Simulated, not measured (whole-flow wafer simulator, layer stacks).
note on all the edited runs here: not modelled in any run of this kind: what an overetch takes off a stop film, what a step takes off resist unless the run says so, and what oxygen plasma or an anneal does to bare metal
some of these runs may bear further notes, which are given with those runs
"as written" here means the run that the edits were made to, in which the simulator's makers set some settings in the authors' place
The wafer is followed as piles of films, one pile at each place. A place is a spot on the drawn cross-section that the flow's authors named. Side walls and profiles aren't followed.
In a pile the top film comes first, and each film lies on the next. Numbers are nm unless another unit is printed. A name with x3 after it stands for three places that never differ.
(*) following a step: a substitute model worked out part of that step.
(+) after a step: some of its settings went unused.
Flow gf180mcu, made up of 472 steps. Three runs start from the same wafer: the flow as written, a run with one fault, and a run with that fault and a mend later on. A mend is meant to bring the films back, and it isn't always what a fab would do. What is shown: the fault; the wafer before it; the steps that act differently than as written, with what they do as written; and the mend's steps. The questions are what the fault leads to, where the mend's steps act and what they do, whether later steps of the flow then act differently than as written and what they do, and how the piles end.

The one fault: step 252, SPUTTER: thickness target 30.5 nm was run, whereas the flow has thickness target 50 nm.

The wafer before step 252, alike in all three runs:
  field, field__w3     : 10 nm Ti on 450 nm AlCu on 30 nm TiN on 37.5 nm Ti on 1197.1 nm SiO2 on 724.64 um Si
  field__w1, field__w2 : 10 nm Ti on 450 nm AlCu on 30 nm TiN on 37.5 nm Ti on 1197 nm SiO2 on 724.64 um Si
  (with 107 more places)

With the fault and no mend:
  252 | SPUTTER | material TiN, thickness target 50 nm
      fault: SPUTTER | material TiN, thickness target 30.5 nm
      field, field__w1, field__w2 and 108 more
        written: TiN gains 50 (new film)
        fault: TiN gains 30.5 (new film)
  Later steps of the flow acting differently than as written (2 other steps are not shown; they differ only slightly, by no more than 2% or 0.5 nm, whichever is larger):
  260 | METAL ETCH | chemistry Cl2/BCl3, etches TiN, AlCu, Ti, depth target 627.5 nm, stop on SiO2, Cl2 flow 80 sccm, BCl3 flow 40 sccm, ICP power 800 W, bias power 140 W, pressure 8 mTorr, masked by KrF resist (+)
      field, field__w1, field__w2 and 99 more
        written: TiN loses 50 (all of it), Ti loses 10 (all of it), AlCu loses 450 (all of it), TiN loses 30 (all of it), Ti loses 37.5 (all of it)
        fault: TiN loses 30.5 (all of it), Ti loses 10 (all of it), AlCu loses 450 (all of it), TiN loses 30 (all of it), Ti loses 37.5 (all of it)
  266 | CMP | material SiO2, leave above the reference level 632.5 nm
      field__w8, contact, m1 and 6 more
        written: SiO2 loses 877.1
        fault: SiO2 loses 857.6
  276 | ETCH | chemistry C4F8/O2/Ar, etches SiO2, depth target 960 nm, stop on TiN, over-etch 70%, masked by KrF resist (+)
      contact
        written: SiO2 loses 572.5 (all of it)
        fault: SiO2 loses 592 (all of it)
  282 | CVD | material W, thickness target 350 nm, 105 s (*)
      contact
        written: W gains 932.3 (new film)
        fault: W gains 952 (new film)
  By the end, the piles at field__w8, contact, m1 and 6 more depart from the flow's by more than 2% or 0.5 nm, whichever is larger.
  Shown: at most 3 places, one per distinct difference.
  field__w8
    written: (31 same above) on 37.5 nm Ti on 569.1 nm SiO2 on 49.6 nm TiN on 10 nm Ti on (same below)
    fault: (31 same above) on 37.5 nm Ti on 588.6 nm SiO2 on 30.1 nm TiN on 10 nm Ti on (same below)
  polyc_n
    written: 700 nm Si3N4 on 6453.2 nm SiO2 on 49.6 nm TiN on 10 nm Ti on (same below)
    fault: 700 nm Si3N4 on 6472.7 nm SiO2 on 30.1 nm TiN on 10 nm Ti on (same below)
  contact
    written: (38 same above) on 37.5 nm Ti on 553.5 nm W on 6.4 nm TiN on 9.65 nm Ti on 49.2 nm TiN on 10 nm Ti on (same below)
    fault: (38 same above) on 37.5 nm Ti on 573.2 nm W on 6.33 nm TiN on 9.54 nm Ti on 29.7 nm TiN on 10 nm Ti on (same below)

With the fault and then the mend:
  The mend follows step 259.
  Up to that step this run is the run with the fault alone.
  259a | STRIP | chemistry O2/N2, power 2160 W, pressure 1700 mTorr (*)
      field__w8, contact, m1 and 6 more
        KrF resist loses 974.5 (all of it)
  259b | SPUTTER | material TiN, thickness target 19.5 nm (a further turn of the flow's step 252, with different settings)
      field, field__w1, field__w2 and 108 more
        TiN gains 19.5
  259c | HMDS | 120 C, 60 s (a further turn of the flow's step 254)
      does not change any film at any place that is followed
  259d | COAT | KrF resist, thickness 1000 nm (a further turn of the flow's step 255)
      field, field__w1, field__w2 and 108 more
        KrF resist gains 1000 (new film)
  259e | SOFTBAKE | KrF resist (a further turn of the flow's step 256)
      does not change any film at any place that is followed
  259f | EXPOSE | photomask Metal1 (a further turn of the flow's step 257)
      does not change any film at any place that is followed
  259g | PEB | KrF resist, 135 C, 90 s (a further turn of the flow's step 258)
      field, field__w1, field__w2 and 108 more
        KrF resist loses 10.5
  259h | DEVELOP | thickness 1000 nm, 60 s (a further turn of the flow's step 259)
      field, field__w1, field__w2 and 99 more
        KrF resist loses 989.5 (all of it)
      field__w8, contact, m1 and 6 more
        KrF resist loses 14.9
  Later steps of the flow that are run all act as written at every place that is followed.
  At every place that both follow, the piles at the end match the flow's.
